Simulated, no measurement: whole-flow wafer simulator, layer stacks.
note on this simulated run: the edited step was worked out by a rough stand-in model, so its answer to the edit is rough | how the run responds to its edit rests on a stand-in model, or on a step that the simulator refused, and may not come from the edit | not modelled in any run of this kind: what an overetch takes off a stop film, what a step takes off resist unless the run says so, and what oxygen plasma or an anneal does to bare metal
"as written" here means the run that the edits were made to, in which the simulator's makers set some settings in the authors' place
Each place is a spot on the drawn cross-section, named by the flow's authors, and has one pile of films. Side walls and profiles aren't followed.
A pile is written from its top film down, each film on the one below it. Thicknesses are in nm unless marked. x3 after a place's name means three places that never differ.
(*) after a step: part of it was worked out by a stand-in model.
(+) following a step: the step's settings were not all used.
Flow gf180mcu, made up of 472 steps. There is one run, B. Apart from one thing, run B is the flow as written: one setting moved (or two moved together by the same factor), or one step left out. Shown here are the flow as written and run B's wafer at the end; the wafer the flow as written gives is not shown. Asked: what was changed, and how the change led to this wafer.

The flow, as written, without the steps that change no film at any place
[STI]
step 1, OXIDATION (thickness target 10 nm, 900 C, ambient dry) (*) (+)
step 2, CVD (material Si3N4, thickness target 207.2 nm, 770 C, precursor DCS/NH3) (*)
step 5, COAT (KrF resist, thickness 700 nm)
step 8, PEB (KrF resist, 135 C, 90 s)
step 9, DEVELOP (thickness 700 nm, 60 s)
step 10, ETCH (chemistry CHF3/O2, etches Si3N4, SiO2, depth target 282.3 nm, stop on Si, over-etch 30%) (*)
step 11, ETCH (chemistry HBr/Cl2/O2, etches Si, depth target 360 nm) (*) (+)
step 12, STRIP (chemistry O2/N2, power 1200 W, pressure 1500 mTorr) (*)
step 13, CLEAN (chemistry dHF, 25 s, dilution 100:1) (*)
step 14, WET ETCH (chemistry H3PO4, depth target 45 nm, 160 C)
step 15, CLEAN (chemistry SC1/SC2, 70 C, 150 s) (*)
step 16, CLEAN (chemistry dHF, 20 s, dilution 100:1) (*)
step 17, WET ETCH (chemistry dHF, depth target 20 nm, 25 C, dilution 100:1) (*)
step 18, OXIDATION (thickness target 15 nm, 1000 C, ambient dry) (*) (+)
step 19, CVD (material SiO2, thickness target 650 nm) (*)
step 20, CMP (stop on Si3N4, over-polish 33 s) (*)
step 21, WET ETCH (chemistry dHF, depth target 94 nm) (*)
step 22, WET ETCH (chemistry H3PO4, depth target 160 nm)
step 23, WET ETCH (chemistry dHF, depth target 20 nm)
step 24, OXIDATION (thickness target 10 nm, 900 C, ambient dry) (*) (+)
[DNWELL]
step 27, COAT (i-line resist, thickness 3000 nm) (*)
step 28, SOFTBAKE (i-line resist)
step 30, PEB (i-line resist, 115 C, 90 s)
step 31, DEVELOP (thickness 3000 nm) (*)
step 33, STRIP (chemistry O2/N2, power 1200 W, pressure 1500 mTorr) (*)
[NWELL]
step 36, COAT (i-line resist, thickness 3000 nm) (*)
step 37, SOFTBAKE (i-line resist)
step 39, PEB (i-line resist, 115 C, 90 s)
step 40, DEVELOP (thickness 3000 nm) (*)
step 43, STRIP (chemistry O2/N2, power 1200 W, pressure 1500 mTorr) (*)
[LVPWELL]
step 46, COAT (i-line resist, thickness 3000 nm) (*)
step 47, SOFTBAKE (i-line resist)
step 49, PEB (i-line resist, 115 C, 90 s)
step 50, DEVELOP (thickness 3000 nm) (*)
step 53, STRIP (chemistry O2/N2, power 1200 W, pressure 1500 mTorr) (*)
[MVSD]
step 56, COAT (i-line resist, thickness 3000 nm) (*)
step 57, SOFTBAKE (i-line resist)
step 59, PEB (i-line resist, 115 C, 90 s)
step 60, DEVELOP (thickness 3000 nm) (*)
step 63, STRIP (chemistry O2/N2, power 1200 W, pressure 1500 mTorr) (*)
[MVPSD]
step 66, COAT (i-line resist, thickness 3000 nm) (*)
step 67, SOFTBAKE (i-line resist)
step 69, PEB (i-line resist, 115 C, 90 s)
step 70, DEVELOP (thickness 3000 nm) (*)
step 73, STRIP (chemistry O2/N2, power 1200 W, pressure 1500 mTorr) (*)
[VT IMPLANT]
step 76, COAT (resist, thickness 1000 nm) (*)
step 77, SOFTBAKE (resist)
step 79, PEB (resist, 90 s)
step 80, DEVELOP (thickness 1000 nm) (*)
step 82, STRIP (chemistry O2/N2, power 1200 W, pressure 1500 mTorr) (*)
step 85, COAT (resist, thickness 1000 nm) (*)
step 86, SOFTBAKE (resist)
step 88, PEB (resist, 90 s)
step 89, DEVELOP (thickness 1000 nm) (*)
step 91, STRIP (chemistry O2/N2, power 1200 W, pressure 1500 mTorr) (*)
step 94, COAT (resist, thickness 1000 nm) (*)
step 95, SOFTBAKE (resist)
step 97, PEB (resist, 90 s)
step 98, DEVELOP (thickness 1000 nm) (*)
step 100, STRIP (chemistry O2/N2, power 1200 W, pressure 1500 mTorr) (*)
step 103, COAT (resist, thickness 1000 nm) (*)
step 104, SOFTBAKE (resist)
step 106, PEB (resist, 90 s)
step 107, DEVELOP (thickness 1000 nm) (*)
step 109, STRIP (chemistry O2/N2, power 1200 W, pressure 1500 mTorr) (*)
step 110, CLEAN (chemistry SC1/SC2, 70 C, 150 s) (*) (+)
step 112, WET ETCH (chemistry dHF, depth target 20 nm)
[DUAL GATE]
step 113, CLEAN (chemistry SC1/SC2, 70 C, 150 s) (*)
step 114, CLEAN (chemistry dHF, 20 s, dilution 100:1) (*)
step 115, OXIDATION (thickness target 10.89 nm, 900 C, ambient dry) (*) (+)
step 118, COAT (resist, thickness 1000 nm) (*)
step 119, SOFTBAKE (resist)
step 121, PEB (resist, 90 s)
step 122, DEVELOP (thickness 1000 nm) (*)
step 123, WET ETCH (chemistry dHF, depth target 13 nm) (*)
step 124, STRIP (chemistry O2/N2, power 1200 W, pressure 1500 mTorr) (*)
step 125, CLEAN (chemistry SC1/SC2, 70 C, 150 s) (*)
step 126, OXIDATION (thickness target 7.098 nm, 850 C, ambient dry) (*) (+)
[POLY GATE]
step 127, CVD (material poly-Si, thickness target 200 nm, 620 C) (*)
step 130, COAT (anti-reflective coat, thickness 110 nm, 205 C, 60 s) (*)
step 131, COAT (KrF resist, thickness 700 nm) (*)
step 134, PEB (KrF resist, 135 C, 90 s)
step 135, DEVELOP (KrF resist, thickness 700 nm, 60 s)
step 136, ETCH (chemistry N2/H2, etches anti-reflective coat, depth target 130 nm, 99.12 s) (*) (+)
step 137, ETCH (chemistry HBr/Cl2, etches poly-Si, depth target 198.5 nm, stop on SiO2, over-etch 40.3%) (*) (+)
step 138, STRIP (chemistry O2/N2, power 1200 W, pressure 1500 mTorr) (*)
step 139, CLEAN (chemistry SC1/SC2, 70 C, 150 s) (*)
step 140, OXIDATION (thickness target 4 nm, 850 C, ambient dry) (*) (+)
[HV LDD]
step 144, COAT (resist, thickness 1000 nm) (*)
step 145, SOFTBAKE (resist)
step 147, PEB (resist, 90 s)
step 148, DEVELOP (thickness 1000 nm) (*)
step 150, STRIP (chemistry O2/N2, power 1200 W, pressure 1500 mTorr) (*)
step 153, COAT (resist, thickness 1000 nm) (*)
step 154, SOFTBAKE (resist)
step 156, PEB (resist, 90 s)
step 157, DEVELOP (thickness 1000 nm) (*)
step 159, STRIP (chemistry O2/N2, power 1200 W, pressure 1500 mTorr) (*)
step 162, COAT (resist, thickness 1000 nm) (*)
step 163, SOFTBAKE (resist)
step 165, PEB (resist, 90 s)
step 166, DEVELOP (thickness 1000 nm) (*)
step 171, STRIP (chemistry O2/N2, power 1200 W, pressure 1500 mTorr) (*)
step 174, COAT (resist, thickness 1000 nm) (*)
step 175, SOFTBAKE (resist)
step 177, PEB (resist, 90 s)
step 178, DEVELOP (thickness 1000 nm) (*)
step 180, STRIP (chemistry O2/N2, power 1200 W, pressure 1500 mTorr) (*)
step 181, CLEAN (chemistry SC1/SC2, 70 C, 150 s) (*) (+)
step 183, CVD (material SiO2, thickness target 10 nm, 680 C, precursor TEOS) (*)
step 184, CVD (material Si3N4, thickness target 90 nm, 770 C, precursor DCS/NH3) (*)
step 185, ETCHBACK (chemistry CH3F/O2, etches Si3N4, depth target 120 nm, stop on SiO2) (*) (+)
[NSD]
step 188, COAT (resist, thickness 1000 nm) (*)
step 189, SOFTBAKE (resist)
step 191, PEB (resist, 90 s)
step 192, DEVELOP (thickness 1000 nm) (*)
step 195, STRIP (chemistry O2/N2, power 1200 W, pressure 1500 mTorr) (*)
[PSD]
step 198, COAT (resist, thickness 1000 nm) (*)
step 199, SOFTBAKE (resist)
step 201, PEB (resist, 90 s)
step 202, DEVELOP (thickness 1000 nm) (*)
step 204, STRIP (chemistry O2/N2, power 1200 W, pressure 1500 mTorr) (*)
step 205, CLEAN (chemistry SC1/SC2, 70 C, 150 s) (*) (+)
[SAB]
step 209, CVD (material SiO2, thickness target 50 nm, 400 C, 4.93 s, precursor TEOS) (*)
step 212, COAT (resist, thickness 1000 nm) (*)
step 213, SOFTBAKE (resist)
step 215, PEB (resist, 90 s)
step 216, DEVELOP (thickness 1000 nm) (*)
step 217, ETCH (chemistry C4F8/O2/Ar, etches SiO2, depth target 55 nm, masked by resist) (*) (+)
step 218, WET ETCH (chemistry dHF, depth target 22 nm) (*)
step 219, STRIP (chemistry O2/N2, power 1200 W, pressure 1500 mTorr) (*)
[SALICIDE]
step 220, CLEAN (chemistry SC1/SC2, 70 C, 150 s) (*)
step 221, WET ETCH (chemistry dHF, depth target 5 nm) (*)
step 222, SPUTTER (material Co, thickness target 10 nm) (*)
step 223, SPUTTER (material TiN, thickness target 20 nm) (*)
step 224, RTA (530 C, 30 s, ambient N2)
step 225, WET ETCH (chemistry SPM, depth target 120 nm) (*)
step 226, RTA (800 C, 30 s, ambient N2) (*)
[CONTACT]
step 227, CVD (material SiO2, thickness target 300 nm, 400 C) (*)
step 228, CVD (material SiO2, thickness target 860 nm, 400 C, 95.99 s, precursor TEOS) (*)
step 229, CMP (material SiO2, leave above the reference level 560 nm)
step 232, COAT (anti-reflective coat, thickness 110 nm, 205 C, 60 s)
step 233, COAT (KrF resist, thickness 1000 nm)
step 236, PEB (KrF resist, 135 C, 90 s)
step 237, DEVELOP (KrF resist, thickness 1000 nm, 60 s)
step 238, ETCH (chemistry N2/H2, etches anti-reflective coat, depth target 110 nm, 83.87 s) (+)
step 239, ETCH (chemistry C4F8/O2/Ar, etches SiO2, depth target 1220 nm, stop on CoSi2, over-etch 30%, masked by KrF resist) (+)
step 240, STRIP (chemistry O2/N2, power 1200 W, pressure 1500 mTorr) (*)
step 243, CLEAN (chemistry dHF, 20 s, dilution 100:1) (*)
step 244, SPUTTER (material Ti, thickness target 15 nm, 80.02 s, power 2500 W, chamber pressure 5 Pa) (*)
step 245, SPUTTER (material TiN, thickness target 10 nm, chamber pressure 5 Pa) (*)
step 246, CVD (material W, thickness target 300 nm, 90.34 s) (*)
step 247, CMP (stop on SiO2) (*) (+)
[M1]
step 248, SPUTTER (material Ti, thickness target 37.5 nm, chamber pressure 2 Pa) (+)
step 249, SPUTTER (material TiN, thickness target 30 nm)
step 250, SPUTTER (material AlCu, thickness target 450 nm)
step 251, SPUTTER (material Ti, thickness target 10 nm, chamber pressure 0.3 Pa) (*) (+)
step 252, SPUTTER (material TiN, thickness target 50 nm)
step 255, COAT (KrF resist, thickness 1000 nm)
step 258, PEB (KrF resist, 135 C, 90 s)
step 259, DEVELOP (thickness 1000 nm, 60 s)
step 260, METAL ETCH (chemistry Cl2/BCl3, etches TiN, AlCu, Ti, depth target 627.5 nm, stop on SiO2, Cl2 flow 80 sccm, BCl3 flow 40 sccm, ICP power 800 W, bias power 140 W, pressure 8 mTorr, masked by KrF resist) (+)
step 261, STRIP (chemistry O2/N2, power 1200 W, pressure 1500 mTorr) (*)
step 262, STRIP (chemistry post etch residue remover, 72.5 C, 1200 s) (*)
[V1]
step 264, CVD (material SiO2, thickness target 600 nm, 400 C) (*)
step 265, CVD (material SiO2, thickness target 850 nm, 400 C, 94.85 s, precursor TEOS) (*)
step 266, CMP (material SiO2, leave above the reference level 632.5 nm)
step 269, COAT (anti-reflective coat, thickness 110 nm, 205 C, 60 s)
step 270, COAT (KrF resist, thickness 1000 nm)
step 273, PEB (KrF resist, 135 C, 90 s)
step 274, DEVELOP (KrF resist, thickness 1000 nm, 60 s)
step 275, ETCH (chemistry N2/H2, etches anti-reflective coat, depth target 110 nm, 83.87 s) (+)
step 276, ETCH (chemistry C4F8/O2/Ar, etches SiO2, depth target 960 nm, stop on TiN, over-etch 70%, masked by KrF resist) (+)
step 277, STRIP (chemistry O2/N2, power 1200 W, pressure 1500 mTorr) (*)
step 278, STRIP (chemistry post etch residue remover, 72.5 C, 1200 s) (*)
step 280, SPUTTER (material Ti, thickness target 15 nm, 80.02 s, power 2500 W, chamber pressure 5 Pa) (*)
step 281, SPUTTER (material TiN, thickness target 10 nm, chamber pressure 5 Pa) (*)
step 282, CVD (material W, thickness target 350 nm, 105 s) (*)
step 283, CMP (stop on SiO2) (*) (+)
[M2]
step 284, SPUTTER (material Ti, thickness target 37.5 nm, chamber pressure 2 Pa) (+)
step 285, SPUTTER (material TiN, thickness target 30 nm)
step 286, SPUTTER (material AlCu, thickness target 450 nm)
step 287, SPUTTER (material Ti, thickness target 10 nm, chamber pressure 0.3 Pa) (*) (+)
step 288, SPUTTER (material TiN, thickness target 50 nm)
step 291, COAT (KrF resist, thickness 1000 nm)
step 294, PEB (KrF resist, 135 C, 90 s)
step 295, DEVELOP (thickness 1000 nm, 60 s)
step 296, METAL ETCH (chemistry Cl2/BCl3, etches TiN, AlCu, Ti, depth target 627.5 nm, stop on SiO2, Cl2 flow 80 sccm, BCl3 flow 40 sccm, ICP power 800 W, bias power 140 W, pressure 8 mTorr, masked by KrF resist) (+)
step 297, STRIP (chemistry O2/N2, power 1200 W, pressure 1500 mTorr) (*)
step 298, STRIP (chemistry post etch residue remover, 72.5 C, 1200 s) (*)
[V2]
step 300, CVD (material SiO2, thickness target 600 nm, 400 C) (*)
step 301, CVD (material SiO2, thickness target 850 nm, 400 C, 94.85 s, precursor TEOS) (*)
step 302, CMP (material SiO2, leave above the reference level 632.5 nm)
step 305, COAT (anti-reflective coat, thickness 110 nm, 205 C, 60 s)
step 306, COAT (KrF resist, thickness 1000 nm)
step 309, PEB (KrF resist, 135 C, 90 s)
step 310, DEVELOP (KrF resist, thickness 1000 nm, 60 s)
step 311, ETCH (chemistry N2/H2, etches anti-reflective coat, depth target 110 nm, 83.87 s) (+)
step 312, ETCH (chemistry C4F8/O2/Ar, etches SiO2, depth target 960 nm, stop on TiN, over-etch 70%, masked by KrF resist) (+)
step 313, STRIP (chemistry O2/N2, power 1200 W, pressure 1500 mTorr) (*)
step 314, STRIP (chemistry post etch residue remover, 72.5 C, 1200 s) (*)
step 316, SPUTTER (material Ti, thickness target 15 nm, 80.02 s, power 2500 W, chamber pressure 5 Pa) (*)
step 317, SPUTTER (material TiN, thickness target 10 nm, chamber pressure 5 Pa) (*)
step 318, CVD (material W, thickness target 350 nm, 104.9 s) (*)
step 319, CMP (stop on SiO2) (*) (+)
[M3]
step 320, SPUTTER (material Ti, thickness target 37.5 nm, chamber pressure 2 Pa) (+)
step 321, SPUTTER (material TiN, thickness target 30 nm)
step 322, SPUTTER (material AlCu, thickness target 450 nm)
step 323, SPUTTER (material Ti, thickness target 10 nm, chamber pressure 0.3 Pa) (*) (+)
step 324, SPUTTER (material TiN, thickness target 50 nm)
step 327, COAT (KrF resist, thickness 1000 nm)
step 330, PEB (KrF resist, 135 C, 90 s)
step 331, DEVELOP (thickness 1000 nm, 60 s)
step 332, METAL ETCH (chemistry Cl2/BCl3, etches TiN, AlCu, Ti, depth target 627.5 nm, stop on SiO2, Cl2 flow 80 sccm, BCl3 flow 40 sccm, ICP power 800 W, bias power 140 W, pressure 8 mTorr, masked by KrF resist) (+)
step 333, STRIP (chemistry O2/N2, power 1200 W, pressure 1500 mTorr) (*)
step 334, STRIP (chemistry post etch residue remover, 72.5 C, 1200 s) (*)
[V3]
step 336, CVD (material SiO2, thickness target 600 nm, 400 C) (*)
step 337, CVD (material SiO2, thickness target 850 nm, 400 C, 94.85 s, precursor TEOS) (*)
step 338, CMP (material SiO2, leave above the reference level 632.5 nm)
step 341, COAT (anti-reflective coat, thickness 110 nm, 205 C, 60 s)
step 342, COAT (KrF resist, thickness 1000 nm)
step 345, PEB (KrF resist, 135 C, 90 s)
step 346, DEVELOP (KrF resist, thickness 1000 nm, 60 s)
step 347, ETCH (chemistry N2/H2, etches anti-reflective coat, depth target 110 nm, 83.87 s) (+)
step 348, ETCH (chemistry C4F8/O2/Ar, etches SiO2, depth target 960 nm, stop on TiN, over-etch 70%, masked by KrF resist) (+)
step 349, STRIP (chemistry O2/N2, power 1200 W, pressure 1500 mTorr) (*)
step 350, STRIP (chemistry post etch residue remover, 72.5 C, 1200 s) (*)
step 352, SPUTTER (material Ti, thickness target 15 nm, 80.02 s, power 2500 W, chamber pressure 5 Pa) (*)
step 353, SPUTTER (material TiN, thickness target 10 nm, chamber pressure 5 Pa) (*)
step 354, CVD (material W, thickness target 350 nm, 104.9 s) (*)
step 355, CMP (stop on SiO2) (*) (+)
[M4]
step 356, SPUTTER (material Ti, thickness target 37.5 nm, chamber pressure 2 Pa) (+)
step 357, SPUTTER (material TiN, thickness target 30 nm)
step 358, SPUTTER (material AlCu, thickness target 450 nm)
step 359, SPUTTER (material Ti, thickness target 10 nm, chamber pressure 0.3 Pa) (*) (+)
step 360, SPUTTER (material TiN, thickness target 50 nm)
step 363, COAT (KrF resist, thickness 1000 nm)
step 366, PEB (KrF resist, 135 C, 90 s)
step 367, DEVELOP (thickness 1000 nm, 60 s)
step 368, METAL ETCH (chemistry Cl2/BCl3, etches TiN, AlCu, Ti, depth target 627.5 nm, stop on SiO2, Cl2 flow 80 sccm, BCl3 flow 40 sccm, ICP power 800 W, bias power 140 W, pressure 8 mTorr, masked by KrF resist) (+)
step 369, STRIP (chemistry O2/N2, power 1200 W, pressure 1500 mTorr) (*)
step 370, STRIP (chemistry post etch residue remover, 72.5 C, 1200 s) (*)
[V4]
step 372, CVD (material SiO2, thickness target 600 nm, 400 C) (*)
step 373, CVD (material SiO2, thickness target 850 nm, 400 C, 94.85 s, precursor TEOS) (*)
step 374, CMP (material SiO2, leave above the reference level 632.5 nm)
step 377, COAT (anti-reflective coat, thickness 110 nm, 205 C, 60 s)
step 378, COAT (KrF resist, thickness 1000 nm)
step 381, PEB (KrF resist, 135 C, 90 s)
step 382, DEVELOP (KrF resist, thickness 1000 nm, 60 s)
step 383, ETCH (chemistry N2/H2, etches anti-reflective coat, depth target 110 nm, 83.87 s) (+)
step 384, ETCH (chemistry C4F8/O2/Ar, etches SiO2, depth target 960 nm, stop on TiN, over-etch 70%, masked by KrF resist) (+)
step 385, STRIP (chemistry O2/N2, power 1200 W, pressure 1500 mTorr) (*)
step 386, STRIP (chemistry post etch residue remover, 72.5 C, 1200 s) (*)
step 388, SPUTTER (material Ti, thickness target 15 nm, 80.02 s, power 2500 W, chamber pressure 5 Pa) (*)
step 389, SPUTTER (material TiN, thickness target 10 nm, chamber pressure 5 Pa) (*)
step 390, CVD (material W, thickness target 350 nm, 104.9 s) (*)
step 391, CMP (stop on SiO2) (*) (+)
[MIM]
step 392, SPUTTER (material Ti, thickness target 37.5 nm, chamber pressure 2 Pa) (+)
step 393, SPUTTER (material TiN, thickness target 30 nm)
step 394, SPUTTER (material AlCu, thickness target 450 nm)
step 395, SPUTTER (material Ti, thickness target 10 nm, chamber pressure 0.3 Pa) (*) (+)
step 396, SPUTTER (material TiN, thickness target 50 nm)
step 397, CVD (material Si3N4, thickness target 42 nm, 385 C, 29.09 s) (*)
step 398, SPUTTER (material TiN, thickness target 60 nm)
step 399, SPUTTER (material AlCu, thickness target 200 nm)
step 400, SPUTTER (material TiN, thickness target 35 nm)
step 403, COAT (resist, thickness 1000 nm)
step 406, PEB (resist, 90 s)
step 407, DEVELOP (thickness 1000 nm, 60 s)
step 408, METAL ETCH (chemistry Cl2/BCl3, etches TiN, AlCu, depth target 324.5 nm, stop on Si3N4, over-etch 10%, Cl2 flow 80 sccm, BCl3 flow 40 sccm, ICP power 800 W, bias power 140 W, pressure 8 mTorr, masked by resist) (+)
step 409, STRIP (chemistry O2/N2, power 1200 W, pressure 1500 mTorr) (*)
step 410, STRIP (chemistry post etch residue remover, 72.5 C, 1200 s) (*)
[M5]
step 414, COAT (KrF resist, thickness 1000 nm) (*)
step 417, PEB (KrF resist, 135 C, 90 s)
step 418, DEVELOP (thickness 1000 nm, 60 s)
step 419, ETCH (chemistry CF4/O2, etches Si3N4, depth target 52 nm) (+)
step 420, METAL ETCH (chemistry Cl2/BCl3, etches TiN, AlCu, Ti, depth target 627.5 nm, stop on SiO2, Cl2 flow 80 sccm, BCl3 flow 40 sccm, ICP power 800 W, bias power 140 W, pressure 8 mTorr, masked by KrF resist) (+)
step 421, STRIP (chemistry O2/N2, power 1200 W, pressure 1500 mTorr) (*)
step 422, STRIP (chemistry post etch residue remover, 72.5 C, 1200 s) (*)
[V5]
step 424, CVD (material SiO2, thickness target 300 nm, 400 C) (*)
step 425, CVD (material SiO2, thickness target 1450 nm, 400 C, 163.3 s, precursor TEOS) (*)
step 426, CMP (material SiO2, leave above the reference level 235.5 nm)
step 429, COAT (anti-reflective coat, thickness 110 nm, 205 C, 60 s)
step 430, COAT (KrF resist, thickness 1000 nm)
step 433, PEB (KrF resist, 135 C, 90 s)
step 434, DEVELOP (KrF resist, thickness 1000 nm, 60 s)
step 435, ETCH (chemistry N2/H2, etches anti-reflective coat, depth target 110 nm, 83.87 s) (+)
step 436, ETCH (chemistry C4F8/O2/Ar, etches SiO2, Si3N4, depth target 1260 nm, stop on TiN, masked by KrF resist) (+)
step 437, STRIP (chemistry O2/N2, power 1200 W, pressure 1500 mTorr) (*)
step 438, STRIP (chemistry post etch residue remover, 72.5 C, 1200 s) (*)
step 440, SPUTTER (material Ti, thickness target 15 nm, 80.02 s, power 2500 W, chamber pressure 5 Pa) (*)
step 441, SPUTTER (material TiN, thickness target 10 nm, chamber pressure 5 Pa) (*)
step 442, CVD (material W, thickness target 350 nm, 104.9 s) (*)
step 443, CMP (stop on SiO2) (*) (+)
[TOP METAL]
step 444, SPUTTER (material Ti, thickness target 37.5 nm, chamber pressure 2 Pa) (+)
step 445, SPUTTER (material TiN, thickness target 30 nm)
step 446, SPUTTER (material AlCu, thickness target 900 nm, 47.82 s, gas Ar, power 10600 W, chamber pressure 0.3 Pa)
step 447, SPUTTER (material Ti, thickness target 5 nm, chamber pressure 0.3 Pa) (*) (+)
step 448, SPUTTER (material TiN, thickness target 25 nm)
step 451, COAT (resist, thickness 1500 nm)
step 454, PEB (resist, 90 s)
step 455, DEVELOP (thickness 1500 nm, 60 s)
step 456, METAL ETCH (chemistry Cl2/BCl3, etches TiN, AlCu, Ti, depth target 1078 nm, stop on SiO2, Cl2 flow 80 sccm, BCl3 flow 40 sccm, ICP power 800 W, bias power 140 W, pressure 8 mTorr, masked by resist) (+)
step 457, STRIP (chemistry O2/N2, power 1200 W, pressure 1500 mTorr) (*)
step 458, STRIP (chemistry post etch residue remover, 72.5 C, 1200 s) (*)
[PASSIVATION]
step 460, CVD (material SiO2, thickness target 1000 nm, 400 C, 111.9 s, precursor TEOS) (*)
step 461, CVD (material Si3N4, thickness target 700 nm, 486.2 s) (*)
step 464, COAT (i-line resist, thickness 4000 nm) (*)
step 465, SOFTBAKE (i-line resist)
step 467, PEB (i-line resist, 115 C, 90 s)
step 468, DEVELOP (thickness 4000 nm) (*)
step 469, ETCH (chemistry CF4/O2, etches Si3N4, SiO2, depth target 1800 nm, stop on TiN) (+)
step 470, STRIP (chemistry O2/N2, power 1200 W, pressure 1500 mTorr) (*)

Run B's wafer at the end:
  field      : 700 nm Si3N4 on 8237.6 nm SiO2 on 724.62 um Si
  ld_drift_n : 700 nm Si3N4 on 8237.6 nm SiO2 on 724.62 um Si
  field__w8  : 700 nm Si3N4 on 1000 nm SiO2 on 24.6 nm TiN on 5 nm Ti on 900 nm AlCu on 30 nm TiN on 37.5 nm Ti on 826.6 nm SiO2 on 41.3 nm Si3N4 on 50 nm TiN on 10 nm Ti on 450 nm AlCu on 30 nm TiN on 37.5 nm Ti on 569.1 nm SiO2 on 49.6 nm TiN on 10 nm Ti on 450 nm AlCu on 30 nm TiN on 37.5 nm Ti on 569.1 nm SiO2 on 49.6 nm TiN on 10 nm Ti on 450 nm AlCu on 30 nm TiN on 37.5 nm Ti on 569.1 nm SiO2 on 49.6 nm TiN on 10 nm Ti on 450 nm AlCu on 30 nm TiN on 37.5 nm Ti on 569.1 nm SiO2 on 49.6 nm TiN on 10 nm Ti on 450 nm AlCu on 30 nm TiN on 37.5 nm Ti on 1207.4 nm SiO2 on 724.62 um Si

Cause: step 18, OXIDATION: 1133 C was run, whereas the flow has 1000 C.

Step by step, how the change led to this:
  step 18, OXIDATION (thickness target 15 nm, 1000 C, ambient dry) (*) (+)
      field, field_sub, sti and 34 more: SiO2 gains 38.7 (new film), Si loses 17 (as written it would have been: SiO2 gains 15 (new film), Si loses 6.6)
  step 20, CMP (stop on Si3N4, over-polish 33 s) (*)
      sti, mim_1p0, pad and 11 more: SiO2 loses 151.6 (as written it would have been: SiO2 loses 138.3)
      nw_enc_fld, nw_enc_fld_lv: SiO2 loses 155.6 (as written it would have been: SiO2 loses 142.4)
      (as well as at 10 more places)
